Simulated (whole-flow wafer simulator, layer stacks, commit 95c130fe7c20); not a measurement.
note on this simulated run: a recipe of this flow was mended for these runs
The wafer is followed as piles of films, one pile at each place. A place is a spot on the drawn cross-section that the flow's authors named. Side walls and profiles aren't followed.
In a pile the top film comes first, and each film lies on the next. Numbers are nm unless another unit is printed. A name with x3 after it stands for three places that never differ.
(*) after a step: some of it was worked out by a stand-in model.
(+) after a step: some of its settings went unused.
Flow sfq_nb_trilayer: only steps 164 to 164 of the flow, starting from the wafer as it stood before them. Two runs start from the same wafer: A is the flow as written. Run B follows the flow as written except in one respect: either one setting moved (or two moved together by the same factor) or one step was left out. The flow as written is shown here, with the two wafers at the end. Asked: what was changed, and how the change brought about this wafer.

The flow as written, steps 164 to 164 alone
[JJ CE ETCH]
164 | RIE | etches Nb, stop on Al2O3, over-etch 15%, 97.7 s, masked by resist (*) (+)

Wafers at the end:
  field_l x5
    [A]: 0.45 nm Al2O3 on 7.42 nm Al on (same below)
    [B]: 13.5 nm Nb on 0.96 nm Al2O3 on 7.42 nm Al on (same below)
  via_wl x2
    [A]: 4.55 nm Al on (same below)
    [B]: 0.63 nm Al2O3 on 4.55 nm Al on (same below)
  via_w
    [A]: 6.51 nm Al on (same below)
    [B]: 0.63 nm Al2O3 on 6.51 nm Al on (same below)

What caused this: step 164, RIE: 78.2 s was run, though the flow has 97.7 s.

How this came from the change, step by step:
  164 | RIE | etches Nb, stop on Al2O3, over-etch 15%, 97.7 s, masked by resist (*) (+)
      field_l x5, v_sur x17, via_v and 76 more: A -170 Nb (all of it), -0.51 Al2O3 | B -156.5 Nb
      via_wl x2: A -139.9 Nb (all of it), -0.96 Al2O3 (all of it) | B -139.9 Nb (all of it), -0.33 Al2O3
      (as well as at 5 more places)
If metal films that touch count as one body, field_l x5 has 4 bodies (between them, from the top down: Al2O3 0.96; SiO2 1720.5; SiO2 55); the flow as written gives 3 bodies (between them, from the top down: SiO2 1720.5; SiO2 55).
